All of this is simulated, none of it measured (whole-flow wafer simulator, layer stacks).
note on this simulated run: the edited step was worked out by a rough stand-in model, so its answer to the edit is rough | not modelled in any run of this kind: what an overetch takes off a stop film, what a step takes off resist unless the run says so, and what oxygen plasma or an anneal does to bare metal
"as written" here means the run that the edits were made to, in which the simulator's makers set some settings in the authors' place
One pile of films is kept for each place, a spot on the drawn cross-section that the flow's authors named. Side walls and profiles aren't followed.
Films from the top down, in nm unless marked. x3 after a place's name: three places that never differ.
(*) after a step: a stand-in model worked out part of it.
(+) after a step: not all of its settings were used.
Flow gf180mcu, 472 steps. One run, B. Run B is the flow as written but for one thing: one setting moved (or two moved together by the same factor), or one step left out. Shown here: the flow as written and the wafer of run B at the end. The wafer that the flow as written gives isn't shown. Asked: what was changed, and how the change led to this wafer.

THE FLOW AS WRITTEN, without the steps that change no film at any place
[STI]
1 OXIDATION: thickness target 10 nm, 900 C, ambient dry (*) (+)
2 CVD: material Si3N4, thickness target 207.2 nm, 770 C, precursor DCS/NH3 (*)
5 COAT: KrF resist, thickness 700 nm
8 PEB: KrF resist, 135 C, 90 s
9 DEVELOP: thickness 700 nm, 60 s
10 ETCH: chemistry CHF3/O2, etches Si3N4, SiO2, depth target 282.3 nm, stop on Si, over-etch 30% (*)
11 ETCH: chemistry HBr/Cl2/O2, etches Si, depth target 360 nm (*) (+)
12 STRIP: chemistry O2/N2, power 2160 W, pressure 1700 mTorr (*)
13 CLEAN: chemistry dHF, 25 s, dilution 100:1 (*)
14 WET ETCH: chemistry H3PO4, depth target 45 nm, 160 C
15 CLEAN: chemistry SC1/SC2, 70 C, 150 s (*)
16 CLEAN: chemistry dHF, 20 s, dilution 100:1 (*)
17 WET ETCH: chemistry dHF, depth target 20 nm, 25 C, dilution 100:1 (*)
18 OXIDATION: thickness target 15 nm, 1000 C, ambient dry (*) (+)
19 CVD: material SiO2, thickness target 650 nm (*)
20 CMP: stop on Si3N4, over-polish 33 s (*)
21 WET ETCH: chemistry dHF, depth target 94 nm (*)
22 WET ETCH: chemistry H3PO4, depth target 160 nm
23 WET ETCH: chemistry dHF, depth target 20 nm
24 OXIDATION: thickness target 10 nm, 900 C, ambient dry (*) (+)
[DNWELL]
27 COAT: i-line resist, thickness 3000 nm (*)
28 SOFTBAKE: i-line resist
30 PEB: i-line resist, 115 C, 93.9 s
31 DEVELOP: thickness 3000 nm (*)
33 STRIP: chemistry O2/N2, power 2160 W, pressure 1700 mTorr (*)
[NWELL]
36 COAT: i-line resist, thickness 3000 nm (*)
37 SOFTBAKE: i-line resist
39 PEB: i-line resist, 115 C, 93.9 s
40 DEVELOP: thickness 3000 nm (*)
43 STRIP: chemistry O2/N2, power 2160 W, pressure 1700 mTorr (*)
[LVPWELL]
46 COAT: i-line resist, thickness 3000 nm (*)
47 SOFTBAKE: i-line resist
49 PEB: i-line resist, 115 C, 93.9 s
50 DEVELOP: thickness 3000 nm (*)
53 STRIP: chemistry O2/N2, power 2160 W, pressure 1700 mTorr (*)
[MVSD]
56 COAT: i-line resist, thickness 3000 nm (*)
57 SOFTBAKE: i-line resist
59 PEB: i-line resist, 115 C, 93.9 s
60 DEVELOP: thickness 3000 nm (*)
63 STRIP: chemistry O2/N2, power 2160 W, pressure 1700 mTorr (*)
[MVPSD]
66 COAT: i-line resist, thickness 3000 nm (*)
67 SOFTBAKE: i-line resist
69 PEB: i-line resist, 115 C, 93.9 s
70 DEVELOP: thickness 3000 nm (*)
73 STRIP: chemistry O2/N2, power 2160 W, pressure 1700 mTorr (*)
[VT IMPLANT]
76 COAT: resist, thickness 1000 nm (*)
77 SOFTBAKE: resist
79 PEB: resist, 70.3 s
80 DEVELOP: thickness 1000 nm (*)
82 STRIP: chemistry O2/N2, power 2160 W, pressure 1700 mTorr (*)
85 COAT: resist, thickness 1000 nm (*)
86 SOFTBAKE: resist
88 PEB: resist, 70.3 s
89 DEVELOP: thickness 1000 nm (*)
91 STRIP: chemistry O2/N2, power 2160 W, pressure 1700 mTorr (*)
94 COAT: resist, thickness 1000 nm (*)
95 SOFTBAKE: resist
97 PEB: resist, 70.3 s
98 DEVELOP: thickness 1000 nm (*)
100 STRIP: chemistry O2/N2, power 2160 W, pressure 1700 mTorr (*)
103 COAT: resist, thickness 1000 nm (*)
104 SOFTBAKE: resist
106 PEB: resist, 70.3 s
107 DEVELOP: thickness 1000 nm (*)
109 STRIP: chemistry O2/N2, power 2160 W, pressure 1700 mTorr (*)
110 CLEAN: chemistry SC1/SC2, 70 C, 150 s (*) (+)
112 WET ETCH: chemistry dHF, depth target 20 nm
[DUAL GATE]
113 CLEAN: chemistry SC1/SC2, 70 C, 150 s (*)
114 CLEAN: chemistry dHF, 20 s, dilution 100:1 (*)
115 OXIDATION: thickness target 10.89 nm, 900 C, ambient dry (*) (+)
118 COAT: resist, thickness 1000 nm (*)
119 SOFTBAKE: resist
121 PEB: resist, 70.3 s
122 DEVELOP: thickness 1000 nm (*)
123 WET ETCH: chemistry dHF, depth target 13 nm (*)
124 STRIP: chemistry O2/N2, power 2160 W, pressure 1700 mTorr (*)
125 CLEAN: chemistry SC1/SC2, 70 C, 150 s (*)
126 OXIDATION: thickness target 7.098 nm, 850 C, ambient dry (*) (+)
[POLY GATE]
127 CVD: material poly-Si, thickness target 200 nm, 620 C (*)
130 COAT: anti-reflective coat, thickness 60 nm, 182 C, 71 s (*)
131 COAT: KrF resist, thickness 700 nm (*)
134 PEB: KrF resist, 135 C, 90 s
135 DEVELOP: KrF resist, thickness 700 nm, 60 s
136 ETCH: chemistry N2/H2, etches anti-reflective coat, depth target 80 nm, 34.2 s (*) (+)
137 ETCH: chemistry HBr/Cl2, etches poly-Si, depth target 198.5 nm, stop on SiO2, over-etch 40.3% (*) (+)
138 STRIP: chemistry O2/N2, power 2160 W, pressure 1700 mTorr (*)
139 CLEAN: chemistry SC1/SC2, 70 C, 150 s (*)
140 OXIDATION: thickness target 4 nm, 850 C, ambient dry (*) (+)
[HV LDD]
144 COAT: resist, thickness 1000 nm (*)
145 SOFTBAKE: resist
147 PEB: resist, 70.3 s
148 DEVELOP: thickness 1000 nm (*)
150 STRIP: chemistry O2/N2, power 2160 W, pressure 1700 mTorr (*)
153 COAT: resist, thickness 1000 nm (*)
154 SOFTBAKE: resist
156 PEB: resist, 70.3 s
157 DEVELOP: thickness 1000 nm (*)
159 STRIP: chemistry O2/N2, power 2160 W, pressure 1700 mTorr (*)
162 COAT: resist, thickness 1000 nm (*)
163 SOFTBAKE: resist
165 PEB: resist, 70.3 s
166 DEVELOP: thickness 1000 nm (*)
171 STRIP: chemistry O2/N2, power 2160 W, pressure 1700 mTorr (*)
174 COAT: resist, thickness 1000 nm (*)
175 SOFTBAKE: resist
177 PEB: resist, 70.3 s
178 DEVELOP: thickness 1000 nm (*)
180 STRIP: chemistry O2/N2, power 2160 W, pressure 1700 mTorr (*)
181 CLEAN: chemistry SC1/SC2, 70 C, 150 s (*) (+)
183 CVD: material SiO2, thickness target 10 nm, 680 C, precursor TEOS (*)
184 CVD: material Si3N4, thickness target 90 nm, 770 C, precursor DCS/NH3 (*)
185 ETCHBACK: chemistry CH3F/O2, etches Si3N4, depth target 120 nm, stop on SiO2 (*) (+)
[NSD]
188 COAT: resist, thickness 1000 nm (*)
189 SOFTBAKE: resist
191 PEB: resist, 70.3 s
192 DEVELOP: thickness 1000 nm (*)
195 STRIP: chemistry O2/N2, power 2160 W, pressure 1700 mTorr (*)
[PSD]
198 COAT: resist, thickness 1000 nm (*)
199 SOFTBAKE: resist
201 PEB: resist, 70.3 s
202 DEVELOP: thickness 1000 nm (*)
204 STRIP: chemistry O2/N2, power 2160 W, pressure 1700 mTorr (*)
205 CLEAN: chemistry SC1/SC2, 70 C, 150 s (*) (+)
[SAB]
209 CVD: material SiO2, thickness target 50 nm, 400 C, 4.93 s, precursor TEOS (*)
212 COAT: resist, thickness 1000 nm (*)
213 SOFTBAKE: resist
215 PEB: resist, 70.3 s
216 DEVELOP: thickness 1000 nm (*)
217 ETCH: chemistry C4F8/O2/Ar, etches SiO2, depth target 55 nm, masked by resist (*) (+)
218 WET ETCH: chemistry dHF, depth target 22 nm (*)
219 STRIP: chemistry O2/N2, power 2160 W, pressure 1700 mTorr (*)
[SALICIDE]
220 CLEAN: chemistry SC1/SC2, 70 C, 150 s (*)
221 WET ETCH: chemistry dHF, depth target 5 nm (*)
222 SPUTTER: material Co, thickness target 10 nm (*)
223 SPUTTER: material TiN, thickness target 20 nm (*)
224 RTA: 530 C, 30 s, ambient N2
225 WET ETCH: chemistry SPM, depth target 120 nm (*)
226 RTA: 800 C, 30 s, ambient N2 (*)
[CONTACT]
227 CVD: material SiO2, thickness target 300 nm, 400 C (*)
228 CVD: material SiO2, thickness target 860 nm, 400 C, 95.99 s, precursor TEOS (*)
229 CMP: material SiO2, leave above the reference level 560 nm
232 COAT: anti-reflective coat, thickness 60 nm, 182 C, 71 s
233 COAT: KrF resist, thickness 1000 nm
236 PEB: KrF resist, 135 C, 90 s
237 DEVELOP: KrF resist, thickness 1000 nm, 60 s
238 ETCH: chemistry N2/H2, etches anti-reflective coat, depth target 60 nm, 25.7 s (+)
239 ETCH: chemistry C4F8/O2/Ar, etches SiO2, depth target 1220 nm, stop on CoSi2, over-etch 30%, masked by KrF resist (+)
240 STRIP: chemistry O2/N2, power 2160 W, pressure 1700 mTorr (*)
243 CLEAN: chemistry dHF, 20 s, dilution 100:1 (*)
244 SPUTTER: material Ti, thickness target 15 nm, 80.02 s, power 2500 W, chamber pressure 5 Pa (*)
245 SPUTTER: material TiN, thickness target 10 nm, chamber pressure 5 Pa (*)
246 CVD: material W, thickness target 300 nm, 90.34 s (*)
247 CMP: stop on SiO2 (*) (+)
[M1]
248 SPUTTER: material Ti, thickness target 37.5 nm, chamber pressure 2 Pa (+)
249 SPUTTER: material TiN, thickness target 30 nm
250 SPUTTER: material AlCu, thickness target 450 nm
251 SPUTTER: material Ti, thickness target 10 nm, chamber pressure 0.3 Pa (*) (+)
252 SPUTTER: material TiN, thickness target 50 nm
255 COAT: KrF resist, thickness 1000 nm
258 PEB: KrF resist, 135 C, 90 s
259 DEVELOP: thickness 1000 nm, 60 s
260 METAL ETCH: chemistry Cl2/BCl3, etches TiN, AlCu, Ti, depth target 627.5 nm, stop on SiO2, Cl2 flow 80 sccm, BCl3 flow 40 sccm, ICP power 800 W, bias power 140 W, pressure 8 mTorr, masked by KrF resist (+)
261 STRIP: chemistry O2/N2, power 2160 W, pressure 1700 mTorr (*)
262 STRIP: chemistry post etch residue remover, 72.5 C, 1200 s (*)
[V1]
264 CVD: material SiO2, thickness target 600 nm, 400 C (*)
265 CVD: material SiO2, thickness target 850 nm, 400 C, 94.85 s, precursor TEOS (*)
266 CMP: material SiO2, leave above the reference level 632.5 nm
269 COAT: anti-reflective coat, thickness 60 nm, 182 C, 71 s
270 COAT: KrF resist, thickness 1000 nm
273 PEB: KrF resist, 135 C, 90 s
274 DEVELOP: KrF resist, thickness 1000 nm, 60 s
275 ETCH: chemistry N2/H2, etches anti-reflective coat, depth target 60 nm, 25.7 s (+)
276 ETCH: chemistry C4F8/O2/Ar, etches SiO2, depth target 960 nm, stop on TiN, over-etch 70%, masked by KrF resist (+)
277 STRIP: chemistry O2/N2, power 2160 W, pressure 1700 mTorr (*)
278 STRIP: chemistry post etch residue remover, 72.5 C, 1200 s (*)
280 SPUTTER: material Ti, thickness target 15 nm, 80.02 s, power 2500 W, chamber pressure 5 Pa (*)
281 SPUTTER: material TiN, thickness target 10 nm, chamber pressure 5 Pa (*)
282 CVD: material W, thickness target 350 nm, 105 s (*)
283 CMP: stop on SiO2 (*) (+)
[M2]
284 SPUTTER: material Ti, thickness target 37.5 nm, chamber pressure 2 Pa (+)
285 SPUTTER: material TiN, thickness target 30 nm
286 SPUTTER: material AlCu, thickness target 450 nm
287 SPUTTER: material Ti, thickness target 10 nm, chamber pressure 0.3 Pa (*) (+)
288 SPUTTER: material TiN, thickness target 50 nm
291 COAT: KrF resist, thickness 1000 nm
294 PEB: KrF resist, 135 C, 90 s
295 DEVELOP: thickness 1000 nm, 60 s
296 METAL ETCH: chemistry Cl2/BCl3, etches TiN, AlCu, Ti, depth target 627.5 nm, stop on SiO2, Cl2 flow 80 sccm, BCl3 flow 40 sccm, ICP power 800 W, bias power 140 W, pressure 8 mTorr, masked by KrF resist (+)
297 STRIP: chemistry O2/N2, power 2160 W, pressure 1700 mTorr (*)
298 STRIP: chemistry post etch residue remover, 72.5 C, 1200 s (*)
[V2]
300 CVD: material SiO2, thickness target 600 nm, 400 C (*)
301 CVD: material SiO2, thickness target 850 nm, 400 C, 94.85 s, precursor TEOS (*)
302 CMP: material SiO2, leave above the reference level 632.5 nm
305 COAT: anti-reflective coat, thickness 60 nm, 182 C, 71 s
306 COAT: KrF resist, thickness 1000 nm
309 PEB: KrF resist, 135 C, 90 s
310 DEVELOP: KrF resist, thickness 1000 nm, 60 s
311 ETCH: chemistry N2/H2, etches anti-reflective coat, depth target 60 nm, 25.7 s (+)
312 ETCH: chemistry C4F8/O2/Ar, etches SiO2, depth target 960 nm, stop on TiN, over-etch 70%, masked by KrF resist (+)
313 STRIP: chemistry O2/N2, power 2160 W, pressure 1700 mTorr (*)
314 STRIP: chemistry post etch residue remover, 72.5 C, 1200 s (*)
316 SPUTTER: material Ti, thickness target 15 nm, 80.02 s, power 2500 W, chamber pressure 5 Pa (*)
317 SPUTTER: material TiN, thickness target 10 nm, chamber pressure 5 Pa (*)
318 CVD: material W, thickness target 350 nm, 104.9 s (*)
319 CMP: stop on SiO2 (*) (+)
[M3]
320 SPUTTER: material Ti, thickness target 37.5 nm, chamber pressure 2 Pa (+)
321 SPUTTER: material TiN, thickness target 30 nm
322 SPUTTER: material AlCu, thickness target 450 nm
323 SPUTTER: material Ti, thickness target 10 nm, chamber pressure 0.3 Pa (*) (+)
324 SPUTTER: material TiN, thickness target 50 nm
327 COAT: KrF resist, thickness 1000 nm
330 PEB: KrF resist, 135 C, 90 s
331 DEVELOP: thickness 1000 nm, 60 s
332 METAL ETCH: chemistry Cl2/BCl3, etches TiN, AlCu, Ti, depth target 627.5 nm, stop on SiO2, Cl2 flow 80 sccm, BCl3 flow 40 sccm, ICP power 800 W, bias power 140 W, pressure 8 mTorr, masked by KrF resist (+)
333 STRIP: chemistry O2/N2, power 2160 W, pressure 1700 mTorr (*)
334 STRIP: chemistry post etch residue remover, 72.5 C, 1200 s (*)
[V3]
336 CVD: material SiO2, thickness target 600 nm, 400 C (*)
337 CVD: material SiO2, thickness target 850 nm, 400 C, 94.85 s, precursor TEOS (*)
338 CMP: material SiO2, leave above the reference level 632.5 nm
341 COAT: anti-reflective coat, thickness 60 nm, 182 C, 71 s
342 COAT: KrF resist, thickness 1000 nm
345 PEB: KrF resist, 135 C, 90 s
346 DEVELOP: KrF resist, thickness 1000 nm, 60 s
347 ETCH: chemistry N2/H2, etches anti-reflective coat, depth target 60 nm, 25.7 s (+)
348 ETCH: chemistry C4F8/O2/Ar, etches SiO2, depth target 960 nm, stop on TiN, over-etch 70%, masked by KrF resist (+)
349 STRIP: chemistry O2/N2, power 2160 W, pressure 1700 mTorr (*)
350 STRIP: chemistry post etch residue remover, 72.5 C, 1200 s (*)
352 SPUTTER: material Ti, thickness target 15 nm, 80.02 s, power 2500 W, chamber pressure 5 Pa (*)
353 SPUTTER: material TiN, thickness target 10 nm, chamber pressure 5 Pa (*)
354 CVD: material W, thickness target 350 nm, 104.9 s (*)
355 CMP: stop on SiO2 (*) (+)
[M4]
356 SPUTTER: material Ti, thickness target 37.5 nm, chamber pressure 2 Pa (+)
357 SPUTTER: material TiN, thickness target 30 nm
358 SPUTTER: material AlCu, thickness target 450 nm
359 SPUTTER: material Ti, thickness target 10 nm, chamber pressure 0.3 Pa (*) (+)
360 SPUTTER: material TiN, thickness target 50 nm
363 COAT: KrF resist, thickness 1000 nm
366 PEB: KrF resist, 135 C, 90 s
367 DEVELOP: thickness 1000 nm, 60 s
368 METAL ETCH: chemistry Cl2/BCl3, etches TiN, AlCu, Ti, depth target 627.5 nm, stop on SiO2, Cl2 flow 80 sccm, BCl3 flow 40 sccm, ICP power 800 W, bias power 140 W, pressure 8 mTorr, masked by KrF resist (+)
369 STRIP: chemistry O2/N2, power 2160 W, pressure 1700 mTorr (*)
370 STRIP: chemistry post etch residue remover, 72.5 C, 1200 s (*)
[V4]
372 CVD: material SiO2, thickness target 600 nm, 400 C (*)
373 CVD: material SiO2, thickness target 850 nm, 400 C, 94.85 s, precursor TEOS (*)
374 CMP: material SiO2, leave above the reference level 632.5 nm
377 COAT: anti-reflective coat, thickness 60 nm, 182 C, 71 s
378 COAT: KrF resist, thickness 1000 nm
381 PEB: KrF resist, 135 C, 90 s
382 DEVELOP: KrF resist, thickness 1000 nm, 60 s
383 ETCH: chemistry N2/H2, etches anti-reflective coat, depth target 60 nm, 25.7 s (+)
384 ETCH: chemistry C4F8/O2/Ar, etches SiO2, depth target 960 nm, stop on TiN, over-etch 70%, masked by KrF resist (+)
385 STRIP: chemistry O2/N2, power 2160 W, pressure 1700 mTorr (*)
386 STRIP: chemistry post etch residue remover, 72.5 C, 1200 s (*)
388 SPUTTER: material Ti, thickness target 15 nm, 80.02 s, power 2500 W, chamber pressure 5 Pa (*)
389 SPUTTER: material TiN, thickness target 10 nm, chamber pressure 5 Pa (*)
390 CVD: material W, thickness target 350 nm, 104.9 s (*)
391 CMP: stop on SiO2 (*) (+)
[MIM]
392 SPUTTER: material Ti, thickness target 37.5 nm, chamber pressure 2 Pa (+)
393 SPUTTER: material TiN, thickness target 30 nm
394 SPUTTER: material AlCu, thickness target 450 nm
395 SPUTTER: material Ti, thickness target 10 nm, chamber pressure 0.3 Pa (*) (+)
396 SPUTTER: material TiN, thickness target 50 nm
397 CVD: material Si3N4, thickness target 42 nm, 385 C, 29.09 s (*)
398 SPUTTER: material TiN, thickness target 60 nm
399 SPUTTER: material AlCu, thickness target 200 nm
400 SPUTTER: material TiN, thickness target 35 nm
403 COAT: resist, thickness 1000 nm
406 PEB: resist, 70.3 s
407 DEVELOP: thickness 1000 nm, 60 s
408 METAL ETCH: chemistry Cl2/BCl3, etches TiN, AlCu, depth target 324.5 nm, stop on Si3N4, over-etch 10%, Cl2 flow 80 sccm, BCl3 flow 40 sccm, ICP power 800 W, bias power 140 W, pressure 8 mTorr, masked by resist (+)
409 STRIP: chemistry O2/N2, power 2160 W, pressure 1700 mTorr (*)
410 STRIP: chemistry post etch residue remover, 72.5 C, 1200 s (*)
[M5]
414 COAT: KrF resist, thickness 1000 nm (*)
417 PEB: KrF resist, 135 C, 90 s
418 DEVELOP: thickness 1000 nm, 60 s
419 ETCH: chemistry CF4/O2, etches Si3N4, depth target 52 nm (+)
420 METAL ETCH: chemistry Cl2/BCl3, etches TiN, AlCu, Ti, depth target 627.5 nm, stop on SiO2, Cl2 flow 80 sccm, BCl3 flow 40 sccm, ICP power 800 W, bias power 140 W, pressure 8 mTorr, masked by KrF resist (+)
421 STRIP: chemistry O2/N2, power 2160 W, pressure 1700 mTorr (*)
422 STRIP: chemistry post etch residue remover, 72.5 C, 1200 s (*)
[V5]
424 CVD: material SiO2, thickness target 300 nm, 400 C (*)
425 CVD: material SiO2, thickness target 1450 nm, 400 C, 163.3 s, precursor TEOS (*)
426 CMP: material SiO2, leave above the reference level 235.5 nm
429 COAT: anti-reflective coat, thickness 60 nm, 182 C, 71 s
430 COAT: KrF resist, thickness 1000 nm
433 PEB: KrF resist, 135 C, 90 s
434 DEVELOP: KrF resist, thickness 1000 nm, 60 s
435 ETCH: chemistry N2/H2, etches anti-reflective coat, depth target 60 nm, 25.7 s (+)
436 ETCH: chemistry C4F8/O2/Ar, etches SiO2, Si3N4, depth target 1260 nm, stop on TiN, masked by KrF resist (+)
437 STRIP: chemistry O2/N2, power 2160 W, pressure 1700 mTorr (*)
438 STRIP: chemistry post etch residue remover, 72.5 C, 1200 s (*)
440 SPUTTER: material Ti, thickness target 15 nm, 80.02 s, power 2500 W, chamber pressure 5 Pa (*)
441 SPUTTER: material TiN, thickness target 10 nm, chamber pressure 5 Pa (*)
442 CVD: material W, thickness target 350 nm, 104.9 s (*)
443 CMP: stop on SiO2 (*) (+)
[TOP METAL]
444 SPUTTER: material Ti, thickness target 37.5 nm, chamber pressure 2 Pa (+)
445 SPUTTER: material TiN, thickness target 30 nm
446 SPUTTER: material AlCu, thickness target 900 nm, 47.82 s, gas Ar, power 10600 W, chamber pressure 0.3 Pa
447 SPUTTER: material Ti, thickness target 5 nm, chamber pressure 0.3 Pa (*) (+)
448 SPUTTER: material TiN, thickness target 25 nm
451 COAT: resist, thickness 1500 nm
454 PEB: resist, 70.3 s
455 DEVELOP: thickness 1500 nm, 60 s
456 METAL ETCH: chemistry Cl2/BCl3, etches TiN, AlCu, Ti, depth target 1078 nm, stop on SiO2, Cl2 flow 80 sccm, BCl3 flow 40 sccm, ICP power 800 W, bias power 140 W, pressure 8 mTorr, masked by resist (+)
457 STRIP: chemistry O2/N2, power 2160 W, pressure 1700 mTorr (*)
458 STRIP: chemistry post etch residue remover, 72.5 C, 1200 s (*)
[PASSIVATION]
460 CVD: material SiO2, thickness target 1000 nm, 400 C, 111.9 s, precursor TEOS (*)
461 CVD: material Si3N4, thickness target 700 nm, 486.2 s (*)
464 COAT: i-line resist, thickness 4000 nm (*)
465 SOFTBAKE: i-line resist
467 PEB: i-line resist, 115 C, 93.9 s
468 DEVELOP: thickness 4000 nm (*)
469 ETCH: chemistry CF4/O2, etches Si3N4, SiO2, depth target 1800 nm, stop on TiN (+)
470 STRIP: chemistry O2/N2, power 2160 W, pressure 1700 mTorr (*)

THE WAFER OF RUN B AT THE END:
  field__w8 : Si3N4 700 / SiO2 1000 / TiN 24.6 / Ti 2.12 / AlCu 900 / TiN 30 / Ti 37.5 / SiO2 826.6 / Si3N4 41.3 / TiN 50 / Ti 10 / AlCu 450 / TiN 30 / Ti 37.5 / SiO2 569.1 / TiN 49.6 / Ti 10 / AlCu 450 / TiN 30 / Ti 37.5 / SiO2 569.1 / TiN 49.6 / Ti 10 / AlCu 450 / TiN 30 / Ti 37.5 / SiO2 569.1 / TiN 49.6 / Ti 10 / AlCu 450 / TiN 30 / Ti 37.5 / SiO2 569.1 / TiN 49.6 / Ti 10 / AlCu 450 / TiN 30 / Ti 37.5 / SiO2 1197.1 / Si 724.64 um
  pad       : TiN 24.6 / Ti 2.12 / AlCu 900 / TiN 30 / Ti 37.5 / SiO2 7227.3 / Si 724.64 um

The cause: step 447, SPUTTER: thickness target 2.12 nm was run, where the flow has thickness target 5 nm.
It can be read off the wafer: field__w8 has Ti 2.12, and step 447 as written asks for 5 nm.

How the change led to this, step by step:
  447 SPUTTER: material Ti, thickness target 5 nm, chamber pressure 0.3 Pa (*) (+)
      field, field__w1, field__w2 and 109 more: Ti +2.12 (new film) (as written it would be: Ti +5 (new film))
  456 METAL ETCH: chemistry Cl2/BCl3, etches TiN, AlCu, Ti, depth target 1078 nm, stop on SiO2, Cl2 flow 80 sccm, BCl3 flow 40 sccm, ICP power 800 W, bias power 140 W, pressure 8 mTorr, masked by resist (+)
      field, field__w1, field__w2 and 103 more: TiN -25 (all of it), Ti -2.12 (all of it), AlCu -900 (all of it), TiN -30 (all of it), Ti -37.5 (all of it) (as written it would be: TiN -25 (all of it), Ti -5 (all of it), AlCu -900 (all of it), TiN -30 (all of it), Ti -37.5 (all of it))
